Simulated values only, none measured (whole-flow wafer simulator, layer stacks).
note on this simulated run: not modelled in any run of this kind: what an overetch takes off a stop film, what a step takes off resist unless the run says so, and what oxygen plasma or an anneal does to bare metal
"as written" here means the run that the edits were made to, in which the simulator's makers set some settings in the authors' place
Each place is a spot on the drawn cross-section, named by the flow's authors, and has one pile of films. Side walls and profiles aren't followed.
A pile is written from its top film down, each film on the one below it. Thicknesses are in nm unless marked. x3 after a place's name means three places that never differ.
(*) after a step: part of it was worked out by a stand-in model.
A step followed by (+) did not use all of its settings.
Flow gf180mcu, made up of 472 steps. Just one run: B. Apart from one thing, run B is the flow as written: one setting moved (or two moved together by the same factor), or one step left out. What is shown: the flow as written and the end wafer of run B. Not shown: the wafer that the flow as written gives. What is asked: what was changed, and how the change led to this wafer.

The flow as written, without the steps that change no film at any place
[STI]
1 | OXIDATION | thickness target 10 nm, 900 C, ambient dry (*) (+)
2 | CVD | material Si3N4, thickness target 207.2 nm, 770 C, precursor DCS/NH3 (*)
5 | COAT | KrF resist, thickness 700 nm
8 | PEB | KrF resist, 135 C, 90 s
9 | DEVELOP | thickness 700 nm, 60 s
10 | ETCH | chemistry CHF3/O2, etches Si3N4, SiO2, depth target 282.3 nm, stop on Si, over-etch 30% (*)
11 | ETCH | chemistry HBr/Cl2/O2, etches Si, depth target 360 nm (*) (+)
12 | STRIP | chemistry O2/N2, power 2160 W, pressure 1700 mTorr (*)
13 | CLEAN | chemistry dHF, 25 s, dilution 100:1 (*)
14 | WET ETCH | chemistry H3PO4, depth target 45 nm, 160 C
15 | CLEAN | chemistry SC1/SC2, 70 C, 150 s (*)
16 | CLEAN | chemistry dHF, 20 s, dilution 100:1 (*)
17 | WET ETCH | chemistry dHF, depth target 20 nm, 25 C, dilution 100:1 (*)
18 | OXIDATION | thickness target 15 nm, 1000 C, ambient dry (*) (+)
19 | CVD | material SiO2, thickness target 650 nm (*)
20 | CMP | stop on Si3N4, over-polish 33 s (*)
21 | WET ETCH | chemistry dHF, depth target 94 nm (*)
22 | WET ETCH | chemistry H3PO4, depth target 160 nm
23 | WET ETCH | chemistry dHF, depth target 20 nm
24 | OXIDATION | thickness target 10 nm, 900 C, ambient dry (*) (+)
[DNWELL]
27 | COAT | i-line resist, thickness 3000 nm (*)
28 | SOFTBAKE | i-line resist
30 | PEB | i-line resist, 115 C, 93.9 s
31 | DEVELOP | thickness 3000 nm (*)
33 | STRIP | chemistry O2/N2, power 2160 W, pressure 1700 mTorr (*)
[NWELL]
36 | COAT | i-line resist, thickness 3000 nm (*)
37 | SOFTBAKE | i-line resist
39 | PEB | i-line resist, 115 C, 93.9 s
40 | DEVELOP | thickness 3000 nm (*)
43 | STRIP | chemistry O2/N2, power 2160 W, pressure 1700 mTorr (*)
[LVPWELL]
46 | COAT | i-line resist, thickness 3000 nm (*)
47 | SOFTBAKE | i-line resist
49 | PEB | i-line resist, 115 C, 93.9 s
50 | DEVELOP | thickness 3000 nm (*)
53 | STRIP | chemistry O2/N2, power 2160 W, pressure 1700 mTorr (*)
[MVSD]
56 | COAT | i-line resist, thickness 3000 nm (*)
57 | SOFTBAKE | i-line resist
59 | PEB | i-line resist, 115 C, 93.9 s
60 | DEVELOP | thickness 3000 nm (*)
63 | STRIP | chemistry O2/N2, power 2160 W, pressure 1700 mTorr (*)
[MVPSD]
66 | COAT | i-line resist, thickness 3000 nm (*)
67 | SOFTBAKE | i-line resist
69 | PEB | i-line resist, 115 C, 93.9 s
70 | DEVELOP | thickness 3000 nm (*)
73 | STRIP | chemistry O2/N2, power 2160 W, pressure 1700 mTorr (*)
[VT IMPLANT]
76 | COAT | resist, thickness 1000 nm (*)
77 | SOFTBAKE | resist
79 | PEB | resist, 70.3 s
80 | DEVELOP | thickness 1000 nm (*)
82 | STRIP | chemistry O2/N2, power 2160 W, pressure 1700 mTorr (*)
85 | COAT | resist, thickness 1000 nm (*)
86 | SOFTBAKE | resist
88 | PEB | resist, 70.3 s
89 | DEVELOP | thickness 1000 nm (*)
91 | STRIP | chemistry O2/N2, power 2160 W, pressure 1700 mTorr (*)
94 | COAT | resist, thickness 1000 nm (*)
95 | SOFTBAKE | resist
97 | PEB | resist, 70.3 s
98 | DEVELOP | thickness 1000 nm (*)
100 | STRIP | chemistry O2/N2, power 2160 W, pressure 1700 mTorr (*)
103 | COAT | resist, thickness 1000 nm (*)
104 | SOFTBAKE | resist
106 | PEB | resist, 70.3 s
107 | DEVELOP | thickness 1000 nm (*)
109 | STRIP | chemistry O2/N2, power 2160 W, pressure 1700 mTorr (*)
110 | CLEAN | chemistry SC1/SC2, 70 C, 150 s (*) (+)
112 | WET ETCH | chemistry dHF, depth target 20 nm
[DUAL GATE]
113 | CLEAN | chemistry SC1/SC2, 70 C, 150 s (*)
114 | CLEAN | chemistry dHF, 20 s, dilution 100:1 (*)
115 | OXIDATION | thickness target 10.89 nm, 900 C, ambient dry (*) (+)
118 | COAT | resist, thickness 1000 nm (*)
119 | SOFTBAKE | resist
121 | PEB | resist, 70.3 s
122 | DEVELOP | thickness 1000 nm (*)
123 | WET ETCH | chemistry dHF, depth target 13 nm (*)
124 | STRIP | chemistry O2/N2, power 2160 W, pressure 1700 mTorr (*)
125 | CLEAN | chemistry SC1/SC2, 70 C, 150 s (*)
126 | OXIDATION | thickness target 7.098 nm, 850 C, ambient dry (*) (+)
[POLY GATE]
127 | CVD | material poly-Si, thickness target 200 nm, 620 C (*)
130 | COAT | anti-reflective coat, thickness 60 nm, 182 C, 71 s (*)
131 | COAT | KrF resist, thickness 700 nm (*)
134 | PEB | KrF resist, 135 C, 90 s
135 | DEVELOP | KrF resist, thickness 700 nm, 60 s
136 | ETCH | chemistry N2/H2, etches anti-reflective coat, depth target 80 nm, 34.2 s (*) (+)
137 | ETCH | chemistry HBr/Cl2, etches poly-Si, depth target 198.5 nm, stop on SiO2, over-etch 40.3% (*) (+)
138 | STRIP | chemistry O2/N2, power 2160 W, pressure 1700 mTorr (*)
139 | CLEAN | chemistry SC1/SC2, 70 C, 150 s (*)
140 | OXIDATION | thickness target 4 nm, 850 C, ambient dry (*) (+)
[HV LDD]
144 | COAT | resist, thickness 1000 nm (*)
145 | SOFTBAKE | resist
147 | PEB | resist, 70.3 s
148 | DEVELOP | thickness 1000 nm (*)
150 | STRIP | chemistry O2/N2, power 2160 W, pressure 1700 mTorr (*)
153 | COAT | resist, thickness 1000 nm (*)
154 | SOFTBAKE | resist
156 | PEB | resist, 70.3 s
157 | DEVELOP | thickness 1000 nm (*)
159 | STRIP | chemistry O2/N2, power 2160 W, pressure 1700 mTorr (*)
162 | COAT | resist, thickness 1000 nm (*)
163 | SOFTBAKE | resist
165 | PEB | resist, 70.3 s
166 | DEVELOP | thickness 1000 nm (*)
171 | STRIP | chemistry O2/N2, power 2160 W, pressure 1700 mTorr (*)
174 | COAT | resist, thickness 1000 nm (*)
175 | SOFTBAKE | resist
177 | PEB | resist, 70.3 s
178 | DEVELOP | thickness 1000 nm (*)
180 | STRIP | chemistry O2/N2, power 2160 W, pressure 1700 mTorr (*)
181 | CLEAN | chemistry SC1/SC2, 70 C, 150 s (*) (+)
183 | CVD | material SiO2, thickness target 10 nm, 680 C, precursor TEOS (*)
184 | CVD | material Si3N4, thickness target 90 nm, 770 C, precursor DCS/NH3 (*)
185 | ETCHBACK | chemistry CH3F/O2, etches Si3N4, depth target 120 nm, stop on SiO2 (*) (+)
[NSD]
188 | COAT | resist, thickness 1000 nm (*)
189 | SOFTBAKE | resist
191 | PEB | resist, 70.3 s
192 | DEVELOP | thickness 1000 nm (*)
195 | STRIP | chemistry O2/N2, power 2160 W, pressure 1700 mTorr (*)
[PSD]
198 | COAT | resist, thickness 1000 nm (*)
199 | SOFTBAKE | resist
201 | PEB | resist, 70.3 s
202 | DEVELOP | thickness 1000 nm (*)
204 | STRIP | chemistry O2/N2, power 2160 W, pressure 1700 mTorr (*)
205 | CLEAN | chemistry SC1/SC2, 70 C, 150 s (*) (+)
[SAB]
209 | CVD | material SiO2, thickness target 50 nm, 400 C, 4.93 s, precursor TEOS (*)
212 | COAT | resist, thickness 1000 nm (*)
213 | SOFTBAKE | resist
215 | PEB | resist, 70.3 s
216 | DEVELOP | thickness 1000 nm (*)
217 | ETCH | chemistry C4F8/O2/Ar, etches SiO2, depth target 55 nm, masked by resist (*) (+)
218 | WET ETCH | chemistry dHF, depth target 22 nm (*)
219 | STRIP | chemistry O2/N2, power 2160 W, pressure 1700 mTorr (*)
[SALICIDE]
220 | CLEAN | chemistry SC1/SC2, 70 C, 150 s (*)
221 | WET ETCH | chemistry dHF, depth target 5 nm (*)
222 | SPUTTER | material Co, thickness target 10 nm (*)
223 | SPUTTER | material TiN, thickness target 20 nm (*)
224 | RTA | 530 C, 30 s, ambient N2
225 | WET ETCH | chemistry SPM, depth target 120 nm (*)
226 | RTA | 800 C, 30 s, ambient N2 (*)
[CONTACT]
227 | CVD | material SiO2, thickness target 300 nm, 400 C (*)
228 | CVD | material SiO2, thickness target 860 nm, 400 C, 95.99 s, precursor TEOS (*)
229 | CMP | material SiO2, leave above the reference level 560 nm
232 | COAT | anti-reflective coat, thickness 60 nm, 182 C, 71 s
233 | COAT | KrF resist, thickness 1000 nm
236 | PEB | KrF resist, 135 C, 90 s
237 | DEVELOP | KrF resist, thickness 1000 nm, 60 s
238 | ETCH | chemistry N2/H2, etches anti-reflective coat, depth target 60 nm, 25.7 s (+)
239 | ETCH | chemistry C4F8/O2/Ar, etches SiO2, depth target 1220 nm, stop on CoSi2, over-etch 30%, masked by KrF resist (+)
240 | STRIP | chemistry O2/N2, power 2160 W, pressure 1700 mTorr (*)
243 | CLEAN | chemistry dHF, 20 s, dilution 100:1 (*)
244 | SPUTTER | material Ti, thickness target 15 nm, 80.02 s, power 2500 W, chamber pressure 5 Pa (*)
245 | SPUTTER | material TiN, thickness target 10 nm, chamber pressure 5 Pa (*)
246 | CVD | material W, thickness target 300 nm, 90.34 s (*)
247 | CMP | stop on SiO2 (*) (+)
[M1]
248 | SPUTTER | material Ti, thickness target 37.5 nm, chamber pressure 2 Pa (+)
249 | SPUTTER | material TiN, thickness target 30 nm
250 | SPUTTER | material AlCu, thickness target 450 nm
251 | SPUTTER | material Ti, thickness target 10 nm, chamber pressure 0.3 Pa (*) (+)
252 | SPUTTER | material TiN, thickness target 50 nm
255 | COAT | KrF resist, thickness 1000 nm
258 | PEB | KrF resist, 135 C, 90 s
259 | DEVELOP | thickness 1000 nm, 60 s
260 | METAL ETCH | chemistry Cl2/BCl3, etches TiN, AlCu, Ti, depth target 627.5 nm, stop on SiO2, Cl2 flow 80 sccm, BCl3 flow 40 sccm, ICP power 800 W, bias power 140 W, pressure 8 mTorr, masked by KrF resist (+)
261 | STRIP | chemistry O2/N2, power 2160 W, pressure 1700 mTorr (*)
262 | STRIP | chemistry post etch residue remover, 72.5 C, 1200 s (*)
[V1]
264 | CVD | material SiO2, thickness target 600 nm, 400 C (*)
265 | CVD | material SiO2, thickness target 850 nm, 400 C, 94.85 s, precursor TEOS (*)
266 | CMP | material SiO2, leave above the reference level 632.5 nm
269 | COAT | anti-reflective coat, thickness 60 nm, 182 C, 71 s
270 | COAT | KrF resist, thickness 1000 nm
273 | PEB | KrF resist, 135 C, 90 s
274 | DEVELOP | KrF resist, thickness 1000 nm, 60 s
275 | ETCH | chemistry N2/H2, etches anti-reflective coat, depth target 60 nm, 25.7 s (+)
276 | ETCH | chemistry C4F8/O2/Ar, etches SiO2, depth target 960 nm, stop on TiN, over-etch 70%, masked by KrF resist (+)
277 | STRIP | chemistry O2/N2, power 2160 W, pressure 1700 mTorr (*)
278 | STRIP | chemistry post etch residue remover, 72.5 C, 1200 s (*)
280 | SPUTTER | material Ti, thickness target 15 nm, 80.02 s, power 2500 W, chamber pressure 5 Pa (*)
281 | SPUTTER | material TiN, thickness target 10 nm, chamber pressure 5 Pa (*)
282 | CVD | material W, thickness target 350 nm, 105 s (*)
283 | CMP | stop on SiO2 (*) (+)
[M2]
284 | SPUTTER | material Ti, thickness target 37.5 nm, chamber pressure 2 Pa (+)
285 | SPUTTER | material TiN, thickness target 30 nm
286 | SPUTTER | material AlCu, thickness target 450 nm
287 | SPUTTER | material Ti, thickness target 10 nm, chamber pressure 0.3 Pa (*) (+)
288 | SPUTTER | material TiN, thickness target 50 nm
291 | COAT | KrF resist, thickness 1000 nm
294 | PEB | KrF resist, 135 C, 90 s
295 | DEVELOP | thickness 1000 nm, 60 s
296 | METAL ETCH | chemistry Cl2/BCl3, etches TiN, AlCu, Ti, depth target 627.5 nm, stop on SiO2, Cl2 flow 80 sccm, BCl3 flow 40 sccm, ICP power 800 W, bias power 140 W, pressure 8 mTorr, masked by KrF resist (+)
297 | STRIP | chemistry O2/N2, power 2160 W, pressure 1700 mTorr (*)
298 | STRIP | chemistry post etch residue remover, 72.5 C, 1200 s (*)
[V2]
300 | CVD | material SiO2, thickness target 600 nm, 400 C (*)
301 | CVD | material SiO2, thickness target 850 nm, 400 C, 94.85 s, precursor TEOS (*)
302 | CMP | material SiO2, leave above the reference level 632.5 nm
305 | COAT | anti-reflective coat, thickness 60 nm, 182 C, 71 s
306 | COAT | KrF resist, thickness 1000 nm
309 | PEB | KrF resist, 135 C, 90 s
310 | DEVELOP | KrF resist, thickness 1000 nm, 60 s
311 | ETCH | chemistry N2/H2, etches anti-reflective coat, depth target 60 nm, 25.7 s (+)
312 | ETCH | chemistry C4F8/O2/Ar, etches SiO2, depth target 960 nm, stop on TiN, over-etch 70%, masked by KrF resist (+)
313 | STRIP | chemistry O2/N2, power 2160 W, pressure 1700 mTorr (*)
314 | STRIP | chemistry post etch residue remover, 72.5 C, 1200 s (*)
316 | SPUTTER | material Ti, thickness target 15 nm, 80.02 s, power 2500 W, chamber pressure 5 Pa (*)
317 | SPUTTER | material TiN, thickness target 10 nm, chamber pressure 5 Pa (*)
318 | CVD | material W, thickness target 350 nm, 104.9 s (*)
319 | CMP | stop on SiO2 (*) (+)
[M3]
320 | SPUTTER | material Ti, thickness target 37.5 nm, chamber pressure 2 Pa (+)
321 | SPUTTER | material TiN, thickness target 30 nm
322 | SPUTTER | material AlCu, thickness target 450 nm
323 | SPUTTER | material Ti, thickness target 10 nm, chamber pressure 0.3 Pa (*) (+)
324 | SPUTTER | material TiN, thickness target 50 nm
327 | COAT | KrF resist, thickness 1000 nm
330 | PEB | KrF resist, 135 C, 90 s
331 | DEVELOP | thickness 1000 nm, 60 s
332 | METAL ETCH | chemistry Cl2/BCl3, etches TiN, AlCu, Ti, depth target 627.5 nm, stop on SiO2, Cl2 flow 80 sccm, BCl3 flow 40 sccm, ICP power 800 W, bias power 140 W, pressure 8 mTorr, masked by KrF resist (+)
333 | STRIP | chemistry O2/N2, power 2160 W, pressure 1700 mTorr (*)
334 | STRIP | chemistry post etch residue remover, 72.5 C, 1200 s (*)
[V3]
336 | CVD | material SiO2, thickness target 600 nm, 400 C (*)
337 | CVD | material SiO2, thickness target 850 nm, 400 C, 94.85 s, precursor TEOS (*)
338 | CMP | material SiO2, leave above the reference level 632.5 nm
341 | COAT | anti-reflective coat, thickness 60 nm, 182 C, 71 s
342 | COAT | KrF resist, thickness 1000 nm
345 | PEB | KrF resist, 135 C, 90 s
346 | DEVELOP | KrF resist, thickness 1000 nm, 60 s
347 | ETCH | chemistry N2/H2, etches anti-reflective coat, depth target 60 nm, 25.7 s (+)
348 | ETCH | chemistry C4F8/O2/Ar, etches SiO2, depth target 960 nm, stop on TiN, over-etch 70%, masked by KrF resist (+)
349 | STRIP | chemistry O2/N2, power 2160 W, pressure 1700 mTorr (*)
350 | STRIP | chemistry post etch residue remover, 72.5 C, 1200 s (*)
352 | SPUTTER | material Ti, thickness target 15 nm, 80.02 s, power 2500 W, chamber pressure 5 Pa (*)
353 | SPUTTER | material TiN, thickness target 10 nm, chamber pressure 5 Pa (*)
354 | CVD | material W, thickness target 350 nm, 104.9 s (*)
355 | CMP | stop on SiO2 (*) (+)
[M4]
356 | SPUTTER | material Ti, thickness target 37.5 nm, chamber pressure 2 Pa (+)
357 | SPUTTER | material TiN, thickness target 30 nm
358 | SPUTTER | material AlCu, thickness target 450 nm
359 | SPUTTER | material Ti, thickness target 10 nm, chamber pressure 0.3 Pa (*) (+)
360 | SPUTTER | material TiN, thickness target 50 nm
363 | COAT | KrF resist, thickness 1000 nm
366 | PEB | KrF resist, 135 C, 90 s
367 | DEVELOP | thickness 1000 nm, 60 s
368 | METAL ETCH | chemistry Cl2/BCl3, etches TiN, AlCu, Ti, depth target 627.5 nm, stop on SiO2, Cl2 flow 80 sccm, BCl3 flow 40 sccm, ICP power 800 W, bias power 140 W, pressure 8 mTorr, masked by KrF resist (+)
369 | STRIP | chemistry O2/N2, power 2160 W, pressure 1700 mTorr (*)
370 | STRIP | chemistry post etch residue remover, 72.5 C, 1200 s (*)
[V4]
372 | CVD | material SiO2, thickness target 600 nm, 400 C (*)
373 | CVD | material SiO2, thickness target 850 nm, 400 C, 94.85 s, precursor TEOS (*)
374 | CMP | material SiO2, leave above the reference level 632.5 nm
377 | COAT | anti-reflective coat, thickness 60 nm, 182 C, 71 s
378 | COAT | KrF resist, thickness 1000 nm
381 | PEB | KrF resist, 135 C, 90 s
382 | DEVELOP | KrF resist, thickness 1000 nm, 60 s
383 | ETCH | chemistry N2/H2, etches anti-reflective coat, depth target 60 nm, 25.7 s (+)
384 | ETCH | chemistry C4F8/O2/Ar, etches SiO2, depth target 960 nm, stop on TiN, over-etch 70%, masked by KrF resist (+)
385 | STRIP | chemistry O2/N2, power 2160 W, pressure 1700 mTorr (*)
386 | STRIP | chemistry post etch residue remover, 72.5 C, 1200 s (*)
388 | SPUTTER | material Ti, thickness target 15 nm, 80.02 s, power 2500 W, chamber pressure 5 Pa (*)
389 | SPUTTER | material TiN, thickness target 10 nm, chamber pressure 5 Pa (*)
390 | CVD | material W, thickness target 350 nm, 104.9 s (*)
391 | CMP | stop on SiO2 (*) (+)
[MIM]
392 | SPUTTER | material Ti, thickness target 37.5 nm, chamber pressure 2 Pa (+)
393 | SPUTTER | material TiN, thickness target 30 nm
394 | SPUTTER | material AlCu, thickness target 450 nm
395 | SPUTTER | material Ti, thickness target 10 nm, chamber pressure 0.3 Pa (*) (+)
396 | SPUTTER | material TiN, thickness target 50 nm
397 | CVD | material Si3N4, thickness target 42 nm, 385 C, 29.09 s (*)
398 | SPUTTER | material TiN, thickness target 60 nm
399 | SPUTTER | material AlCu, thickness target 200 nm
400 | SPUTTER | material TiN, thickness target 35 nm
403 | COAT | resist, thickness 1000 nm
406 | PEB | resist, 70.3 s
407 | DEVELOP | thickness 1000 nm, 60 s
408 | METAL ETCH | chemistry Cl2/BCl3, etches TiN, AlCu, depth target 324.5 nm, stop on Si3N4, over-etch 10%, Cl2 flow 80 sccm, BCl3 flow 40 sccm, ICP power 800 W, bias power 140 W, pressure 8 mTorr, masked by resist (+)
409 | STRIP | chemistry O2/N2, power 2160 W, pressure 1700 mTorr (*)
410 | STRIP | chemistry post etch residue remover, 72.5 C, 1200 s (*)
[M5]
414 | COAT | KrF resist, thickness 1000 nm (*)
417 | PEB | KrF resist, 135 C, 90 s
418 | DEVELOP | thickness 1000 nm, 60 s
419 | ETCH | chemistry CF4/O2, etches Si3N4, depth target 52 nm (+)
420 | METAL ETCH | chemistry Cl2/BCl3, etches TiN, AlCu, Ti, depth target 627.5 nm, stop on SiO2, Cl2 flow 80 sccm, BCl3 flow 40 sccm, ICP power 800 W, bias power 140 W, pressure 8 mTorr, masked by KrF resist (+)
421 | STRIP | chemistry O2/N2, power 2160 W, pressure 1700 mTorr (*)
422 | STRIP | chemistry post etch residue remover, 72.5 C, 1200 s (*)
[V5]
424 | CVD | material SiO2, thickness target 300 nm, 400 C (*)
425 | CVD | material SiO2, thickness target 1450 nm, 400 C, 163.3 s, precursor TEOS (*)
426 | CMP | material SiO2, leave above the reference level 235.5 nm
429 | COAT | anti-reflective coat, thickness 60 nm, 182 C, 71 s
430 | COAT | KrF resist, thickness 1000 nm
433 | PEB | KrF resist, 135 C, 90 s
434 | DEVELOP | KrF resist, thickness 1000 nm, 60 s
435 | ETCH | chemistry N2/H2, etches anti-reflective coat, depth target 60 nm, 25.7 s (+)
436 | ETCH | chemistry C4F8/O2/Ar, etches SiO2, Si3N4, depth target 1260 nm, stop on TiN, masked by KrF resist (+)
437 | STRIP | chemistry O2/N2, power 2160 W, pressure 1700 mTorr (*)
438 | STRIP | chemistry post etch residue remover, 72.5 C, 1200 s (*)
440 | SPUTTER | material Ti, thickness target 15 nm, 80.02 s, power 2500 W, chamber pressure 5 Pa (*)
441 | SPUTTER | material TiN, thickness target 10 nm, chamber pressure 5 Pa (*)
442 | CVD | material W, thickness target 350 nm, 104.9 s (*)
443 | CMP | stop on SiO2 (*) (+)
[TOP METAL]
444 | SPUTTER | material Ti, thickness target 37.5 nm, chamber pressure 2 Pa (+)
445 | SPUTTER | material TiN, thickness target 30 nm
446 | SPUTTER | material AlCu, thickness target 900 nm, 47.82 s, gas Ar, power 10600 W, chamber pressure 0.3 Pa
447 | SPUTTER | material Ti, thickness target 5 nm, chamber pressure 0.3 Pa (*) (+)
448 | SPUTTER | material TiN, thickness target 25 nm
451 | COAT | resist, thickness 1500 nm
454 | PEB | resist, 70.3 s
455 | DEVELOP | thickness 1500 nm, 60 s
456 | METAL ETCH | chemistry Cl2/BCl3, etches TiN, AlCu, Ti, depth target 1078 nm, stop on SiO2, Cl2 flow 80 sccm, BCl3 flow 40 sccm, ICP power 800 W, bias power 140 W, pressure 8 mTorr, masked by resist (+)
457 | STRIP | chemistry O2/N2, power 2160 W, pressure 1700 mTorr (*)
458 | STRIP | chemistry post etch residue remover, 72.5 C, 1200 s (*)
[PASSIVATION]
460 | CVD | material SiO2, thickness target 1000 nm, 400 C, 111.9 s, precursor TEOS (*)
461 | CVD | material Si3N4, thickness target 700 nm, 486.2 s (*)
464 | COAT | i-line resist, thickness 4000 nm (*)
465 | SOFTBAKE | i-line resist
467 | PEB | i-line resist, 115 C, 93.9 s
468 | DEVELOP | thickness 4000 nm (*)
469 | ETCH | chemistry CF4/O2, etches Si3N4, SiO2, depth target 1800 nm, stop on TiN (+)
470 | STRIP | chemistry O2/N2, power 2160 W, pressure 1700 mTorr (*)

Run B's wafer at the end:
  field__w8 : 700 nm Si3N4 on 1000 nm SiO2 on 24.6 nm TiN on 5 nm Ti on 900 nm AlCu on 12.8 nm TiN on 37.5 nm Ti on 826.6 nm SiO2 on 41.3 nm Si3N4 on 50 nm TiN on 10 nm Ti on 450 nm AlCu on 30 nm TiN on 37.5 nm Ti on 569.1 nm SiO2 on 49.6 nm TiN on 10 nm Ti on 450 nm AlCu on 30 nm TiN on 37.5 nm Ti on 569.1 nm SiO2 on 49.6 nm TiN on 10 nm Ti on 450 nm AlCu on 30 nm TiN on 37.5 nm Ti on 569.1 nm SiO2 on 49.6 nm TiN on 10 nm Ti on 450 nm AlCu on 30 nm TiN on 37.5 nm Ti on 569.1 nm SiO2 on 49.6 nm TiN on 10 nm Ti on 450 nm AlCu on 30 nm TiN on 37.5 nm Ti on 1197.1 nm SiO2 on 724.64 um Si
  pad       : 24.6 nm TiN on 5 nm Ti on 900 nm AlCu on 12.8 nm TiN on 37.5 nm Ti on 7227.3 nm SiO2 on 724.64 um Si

The reason: step 445, SPUTTER: thickness target 12.8 nm was run, whereas the flow has thickness target 30 nm.
The wafer lets one read it off: field__w8 has TiN 12.8, and step 445 as written asks for 30 nm.

How this came from the change, step by step:
  445 | SPUTTER | material TiN, thickness target 30 nm
      field, field__w1, field__w2 and 109 more: +12.8 TiN (new film) (in the flow as written it would be: +30 TiN (new film))
  456 | METAL ETCH | chemistry Cl2/BCl3, etches TiN, AlCu, Ti, depth target 1078 nm, stop on SiO2, Cl2 flow 80 sccm, BCl3 flow 40 sccm, ICP power 800 W, bias power 140 W, pressure 8 mTorr, masked by resist (+)
      field, field__w1, field__w2 and 103 more: -25 TiN (all of it), -5 Ti (all of it), -900 AlCu (all of it), -12.8 TiN (all of it), -37.5 Ti (all of it) (in the flow as written it would be: -25 TiN (all of it), -5 Ti (all of it), -900 AlCu (all of it), -30 TiN (all of it), -37.5 Ti (all of it))
  465 | SOFTBAKE | i-line resist
      field__w2, field_sub__w4: +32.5 i-line resist (in the flow as written it would be: +33.4 i-line resist)
      field__w11, field__w13: +36.6 i-line resist (in the flow as written it would be: +37.6 i-line resist)
      (as well as at 59 more places)
